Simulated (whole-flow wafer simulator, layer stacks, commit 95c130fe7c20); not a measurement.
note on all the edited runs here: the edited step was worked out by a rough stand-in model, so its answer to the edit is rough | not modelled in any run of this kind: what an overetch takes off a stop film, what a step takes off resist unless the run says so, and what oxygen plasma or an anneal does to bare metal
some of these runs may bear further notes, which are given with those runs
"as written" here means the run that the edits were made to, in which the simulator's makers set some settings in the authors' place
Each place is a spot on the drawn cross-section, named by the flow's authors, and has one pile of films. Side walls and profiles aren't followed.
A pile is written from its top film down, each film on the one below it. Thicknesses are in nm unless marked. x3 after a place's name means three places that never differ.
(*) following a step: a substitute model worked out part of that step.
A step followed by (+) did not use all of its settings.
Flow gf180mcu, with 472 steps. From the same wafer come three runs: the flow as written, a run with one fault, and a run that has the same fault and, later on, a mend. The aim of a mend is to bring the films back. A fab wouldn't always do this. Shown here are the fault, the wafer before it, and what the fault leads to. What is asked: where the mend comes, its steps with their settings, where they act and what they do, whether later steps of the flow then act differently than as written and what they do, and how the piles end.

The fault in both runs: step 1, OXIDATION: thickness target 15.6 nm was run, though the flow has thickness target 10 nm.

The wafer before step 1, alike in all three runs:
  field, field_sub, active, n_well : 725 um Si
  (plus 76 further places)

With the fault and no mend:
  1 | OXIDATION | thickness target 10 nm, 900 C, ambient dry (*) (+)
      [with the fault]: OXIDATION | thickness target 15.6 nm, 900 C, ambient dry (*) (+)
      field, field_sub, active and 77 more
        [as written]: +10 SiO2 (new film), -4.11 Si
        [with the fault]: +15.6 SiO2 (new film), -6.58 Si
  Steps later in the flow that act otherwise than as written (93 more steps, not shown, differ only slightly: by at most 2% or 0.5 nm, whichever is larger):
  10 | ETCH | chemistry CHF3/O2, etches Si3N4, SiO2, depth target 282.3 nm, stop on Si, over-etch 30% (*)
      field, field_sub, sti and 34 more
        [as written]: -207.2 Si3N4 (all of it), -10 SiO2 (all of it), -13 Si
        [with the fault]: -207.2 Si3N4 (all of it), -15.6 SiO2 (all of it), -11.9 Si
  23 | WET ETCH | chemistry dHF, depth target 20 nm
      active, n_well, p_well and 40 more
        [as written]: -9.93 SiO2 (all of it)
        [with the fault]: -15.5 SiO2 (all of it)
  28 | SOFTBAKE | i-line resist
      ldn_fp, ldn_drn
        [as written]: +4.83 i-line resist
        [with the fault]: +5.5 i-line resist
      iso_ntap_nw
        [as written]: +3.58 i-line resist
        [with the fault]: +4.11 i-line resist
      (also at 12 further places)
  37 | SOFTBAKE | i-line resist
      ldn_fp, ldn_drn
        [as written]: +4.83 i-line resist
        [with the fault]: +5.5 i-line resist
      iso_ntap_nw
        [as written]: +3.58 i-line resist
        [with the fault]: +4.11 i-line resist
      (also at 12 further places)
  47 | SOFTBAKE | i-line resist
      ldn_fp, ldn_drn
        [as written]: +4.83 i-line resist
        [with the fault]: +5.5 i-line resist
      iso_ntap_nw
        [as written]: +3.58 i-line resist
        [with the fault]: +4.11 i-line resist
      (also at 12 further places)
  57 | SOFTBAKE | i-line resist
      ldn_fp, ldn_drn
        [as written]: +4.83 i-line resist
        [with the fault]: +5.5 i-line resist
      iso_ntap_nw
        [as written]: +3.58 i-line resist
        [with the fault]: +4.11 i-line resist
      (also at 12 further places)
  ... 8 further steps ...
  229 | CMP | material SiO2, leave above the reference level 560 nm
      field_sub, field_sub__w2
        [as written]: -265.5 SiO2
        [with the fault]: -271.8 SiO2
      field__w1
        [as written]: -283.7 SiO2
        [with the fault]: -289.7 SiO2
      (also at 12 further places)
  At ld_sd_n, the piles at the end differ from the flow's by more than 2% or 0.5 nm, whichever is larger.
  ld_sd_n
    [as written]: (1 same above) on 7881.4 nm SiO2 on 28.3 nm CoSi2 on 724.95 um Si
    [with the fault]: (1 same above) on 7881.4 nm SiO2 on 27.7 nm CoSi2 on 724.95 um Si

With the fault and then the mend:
  The mend stands after step 1.
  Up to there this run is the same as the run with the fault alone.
  1a | WET ETCH | chemistry dHF, depth target 5.6 nm, 25 C, dilution 100:1
      field, field_sub, active and 77 more
        -5.6 SiO2
  Later steps of the flow that are run all act as written at every place that is followed.
  At the end the piles are close to the flow's at the places that both follow, differing by at most 2% or 0.5 nm, whichever is larger.
